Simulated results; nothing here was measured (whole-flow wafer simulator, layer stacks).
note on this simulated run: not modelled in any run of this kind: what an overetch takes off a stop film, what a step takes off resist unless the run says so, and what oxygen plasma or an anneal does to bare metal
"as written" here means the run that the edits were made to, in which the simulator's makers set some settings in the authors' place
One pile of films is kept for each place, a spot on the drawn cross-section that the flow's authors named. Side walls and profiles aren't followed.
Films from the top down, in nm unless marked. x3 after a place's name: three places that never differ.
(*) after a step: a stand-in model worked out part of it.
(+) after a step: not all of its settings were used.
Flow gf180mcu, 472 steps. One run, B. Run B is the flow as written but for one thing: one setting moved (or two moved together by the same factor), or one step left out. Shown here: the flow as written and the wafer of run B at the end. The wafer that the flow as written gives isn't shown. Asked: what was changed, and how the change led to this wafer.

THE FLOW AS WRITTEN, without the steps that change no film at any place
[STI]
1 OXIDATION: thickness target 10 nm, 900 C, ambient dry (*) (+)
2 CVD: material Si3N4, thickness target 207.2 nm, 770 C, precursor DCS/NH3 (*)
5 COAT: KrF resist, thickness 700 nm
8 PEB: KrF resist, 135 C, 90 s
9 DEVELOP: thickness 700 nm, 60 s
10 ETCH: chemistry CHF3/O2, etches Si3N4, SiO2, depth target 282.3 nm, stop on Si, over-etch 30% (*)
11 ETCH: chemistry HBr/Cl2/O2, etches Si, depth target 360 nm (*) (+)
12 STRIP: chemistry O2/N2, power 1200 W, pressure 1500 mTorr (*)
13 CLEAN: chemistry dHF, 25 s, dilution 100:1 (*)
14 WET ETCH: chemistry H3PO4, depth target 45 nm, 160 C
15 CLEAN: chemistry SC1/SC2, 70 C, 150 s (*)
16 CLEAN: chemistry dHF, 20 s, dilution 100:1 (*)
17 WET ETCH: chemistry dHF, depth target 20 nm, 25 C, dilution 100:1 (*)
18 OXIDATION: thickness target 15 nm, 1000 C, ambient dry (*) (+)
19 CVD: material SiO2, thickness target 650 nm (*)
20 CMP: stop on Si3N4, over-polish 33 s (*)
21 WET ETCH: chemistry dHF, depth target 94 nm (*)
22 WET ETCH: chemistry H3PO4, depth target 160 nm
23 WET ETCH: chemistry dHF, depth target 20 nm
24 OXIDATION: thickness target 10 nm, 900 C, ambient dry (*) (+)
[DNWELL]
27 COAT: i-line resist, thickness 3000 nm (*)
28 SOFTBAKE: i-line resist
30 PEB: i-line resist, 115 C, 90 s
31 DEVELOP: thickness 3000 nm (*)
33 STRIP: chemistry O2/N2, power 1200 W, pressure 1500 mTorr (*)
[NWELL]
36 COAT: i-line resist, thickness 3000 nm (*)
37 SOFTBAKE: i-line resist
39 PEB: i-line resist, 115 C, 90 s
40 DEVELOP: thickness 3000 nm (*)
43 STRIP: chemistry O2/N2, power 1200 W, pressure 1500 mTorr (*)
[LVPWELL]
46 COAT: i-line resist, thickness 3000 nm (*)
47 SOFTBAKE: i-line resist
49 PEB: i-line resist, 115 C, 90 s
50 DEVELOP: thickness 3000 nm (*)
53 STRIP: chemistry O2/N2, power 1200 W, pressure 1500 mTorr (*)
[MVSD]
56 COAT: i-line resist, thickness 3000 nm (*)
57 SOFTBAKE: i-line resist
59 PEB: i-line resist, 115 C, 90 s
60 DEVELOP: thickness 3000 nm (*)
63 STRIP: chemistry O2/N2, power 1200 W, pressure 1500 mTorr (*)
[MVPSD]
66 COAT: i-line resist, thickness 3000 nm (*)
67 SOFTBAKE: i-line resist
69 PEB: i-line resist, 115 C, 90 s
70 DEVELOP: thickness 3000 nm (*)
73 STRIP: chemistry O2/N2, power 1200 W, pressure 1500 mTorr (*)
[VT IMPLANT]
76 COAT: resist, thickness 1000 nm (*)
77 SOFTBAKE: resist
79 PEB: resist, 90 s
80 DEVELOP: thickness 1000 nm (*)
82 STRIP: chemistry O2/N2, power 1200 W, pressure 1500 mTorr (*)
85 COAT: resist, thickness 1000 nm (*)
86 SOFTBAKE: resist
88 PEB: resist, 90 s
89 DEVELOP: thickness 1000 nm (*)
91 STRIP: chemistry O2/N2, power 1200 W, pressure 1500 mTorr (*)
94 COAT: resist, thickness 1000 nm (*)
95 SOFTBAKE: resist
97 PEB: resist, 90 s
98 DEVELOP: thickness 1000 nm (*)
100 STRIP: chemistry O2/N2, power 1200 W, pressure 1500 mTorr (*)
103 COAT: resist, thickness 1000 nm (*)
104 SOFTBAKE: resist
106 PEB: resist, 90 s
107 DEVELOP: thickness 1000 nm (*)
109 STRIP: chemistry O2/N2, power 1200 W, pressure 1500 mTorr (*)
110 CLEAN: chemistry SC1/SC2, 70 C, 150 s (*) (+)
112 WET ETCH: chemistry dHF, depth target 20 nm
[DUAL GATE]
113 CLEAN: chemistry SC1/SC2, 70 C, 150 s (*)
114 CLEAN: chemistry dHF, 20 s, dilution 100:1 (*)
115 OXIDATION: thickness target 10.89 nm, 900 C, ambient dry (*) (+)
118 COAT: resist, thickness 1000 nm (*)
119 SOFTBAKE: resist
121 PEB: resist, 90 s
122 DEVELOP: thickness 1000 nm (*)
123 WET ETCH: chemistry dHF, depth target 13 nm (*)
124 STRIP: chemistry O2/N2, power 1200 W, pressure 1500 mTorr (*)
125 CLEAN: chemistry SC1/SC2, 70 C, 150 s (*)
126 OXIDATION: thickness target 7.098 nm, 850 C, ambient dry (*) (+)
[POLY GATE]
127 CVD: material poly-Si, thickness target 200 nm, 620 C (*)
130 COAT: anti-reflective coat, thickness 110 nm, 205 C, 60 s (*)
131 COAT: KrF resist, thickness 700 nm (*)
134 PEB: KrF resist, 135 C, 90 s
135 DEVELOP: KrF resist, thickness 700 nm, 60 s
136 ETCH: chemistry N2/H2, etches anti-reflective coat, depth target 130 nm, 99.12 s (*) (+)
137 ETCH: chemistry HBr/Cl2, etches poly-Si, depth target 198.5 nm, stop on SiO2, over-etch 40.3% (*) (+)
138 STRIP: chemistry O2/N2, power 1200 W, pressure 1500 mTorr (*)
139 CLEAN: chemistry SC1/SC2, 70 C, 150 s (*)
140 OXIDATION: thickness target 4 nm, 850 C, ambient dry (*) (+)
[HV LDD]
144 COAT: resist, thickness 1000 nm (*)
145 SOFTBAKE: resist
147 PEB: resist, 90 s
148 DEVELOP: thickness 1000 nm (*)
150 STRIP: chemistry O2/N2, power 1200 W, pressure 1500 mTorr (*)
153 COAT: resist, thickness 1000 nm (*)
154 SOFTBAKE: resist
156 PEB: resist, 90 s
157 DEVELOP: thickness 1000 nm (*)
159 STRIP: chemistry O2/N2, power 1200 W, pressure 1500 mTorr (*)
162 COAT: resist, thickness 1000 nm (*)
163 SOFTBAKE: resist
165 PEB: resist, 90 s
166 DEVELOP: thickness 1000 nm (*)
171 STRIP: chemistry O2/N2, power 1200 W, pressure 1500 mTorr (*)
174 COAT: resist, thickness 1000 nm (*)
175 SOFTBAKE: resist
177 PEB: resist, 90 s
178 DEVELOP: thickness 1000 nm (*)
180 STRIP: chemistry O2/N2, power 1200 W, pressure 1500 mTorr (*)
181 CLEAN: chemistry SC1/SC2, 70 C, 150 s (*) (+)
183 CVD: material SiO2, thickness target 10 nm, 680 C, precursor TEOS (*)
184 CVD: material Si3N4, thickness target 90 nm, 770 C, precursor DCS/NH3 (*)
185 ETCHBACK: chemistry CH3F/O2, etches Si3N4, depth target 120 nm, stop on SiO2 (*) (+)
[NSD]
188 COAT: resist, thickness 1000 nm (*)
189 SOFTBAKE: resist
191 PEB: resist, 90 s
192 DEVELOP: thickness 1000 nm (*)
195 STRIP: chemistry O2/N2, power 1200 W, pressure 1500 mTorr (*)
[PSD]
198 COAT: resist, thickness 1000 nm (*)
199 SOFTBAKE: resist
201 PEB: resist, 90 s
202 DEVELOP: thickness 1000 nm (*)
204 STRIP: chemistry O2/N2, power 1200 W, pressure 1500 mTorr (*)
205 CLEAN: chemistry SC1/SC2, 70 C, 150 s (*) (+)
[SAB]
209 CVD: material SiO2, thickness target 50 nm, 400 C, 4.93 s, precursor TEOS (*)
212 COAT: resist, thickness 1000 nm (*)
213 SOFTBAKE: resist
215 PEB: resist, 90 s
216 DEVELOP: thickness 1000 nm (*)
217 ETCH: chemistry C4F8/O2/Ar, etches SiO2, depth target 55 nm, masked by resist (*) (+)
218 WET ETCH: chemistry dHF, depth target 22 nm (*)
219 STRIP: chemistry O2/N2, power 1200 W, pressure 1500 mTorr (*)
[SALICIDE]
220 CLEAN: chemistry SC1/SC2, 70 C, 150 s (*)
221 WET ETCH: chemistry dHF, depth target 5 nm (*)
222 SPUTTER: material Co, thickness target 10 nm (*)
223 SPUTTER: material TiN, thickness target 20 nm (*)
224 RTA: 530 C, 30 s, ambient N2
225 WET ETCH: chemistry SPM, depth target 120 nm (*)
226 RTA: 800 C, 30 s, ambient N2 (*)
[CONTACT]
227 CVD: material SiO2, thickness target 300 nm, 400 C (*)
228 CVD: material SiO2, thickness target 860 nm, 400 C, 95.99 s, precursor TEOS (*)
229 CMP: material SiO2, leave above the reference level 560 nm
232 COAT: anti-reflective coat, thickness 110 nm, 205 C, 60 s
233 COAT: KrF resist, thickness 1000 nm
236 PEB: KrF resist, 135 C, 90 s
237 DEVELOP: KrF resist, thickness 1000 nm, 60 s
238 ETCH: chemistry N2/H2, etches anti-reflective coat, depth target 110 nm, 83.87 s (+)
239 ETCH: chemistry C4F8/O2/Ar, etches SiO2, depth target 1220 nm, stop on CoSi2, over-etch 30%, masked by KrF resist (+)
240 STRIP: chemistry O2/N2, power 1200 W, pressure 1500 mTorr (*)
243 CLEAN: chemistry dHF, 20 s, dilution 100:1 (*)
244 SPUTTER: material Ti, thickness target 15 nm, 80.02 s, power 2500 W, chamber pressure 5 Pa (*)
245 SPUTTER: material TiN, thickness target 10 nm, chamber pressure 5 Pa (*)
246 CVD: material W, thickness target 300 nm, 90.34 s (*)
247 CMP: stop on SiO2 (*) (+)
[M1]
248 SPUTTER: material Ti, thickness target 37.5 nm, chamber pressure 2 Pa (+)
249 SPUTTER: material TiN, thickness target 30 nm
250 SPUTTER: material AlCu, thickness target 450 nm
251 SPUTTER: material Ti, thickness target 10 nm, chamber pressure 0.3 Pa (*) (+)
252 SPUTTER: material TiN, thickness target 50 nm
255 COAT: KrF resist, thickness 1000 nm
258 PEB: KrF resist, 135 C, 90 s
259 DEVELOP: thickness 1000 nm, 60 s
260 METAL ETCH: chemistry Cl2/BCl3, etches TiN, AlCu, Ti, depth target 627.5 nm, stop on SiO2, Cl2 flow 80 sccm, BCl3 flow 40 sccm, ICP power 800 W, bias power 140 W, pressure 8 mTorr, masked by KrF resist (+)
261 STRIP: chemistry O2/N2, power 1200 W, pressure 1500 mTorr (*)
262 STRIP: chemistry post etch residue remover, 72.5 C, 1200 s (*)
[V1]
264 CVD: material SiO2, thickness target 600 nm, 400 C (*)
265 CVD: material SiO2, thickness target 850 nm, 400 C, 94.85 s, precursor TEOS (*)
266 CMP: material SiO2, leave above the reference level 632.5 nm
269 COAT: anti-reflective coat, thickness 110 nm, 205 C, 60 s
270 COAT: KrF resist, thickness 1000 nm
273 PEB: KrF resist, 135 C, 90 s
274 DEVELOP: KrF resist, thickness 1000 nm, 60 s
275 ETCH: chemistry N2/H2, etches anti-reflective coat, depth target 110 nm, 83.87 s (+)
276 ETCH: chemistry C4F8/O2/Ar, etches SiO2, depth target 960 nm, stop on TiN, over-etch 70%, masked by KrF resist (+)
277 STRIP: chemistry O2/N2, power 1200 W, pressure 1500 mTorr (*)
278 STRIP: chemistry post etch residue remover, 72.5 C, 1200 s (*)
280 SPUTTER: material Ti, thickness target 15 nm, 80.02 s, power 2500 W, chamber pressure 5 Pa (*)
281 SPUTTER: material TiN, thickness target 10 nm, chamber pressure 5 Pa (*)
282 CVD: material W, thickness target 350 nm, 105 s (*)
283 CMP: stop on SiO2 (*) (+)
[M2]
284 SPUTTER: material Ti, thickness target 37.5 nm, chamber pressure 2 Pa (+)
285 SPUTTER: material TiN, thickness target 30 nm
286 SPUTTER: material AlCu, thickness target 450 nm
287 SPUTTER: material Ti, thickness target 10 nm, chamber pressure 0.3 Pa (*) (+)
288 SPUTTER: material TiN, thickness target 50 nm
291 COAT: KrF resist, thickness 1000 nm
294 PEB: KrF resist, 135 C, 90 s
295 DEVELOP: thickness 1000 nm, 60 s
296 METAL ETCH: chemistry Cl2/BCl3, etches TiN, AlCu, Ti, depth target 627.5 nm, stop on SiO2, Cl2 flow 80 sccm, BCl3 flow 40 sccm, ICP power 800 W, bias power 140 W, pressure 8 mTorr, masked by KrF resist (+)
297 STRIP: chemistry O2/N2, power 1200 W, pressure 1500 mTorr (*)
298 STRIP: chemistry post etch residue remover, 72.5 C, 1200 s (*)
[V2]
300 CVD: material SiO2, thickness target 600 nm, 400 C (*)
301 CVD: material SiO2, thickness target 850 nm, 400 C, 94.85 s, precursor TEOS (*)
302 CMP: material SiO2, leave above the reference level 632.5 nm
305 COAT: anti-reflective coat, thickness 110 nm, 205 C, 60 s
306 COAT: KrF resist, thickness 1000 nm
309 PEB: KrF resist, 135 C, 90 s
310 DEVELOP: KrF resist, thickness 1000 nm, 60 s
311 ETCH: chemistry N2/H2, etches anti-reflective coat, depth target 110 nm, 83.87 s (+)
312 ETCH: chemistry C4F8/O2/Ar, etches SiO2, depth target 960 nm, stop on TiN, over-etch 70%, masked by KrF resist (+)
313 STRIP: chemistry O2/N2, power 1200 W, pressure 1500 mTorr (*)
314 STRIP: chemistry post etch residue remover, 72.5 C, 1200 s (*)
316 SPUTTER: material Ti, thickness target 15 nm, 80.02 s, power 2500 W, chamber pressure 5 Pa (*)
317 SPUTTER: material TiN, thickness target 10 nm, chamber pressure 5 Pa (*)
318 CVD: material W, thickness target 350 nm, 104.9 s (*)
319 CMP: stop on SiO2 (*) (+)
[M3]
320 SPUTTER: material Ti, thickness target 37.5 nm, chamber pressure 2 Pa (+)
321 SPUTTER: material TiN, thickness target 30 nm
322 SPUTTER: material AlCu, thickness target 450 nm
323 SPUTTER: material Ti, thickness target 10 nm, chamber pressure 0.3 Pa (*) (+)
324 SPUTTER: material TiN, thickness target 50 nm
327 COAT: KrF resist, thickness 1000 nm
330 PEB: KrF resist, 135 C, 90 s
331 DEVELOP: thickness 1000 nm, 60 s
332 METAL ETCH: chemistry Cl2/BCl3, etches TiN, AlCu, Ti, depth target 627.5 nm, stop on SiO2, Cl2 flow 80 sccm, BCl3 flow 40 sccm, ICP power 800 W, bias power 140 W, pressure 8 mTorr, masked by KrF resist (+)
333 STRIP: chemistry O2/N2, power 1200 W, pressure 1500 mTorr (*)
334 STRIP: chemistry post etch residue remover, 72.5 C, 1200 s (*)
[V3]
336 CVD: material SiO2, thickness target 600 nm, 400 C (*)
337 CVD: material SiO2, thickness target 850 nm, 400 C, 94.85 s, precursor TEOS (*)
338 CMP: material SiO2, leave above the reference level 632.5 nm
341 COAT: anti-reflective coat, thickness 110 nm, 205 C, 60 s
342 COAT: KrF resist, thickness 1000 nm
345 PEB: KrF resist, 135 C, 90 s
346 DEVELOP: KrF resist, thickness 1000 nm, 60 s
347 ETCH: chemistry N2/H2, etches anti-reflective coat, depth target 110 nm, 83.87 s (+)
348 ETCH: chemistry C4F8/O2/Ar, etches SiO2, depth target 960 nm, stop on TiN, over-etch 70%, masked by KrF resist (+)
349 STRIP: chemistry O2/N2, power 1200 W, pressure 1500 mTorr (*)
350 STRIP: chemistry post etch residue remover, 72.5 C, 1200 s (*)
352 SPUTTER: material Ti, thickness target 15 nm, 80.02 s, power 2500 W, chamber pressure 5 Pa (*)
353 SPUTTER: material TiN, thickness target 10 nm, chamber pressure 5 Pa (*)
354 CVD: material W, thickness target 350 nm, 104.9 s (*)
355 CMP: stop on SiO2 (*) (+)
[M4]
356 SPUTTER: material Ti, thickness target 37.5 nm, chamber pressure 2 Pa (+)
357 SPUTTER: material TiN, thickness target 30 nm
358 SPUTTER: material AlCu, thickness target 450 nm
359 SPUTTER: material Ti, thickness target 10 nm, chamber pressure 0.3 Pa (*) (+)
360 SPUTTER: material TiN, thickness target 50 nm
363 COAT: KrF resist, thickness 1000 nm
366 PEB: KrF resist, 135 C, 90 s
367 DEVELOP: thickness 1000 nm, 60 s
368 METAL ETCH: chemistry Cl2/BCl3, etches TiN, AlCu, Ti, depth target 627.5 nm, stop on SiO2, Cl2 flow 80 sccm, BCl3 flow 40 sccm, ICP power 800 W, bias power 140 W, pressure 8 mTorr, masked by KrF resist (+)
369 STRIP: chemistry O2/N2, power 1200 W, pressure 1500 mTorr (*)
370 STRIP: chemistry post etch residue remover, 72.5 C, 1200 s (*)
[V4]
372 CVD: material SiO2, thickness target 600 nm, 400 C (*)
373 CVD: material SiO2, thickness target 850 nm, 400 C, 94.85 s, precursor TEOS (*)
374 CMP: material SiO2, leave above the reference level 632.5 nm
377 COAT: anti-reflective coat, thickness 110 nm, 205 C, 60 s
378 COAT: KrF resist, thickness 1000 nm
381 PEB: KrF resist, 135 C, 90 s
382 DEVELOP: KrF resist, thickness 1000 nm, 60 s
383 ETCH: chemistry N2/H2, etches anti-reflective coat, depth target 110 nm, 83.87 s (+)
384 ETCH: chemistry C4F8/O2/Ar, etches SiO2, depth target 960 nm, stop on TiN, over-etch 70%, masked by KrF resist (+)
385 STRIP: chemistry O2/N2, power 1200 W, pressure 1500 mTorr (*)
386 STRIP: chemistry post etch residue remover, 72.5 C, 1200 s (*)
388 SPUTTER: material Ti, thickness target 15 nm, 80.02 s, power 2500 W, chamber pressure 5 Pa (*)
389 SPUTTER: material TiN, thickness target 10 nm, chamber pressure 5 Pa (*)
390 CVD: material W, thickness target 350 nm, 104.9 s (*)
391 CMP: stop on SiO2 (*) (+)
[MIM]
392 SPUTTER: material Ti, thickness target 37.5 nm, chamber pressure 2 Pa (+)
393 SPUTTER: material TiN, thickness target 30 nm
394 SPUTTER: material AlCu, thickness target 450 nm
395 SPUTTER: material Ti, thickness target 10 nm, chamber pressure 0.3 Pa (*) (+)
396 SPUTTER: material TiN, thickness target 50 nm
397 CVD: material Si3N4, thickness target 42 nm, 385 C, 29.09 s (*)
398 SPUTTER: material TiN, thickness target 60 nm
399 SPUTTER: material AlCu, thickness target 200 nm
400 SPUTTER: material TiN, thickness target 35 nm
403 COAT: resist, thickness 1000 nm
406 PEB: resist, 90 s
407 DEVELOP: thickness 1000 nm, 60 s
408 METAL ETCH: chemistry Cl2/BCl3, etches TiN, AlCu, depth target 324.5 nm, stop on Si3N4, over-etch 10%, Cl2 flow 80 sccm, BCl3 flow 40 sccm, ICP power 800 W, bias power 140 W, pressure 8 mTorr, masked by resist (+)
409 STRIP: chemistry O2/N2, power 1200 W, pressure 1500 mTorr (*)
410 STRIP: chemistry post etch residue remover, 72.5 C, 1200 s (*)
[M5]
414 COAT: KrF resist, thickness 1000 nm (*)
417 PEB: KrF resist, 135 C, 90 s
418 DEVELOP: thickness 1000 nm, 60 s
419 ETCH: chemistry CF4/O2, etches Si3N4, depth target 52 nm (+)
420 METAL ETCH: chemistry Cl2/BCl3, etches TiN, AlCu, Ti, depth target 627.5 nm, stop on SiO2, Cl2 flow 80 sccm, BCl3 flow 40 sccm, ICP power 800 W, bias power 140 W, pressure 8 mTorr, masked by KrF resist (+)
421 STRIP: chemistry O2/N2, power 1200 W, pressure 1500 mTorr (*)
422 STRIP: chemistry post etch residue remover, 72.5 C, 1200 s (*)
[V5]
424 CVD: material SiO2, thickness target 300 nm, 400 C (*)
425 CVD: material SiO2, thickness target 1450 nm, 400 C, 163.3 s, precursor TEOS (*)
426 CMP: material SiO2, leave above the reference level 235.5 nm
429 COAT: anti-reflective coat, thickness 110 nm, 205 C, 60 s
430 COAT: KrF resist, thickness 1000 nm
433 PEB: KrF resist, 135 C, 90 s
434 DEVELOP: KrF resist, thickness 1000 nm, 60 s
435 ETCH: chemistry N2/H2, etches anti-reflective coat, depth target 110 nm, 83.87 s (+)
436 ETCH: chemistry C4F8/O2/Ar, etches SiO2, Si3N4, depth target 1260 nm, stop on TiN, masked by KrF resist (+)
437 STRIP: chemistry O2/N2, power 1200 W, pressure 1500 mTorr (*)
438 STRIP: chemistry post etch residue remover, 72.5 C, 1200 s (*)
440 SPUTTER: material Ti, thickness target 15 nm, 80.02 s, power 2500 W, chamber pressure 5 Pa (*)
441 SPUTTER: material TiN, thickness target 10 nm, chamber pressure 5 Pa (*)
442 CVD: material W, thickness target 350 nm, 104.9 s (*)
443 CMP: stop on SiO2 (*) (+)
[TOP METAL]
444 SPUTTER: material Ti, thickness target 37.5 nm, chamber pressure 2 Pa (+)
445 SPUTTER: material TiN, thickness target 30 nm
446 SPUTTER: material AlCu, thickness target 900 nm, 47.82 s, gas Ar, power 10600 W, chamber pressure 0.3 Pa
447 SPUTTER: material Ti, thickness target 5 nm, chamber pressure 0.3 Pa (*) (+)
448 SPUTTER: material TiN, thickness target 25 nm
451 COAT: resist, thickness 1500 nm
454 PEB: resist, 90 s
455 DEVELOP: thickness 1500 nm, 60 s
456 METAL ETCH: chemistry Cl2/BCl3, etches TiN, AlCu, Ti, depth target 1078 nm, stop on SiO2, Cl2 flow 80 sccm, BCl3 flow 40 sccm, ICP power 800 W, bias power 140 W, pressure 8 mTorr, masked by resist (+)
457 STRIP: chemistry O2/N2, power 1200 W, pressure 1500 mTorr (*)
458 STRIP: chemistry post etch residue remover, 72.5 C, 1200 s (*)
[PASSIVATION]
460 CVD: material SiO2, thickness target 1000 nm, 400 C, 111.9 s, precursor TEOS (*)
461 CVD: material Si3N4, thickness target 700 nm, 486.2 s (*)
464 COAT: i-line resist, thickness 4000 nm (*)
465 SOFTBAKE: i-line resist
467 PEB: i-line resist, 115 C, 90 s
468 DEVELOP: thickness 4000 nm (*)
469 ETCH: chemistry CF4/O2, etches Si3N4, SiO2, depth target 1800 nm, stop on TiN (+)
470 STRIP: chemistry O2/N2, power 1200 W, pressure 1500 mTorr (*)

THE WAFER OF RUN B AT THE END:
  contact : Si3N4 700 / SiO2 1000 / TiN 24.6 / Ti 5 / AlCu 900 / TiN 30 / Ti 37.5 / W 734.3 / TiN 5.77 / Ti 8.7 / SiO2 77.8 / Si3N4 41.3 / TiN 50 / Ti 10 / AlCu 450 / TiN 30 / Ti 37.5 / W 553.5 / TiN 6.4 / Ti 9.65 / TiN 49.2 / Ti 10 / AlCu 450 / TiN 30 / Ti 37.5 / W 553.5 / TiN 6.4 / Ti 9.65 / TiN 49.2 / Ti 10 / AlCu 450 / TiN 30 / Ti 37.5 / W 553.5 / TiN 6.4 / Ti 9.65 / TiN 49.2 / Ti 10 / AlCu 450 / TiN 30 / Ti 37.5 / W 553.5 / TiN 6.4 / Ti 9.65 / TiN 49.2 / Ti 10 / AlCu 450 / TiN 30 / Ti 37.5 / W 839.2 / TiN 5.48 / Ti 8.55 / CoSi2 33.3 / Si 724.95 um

The cause: step 436, ETCH: depth target 751.7 nm was run, where the flow has depth target 1260 nm.

How the change led to this, step by step:
  436 ETCH: chemistry C4F8/O2/Ar, etches SiO2, Si3N4, depth target 1260 nm, stop on TiN, masked by KrF resist (+)
      contact: SiO2 -751.7 (as written it would be: SiO2 -829.5 (all of it), Si3N4 -41.3 (all of it))
      field, field__w1, field__w2 and 108 more: KrF resist -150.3 (as written it would be: KrF resist -252)
  437 STRIP: chemistry O2/N2, power 1200 W, pressure 1500 mTorr (*)
      field, field__w1, field__w2 and 108 more: KrF resist -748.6 (all of it), anti-reflective coat -110 (all of it) (as written it would be: KrF resist -646.9 (all of it), anti-reflective coat -110 (all of it))
  440 SPUTTER: material Ti, thickness target 15 nm, 80.02 s, power 2500 W, chamber pressure 5 Pa (*)
      contact: Ti +8.7 (new film) (as written it would be: Ti +8.12 (new film))
  442 CVD: material W, thickness target 350 nm, 104.9 s (*)
      contact: W +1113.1 (new film) (as written it would be: W +1233.6 (new film))
Counting metal films that touch as one body, contact has 2 bodies (between them, from the top down: SiO2 77.8 / Si3N4 41.3); the flow as written gives 1 body.
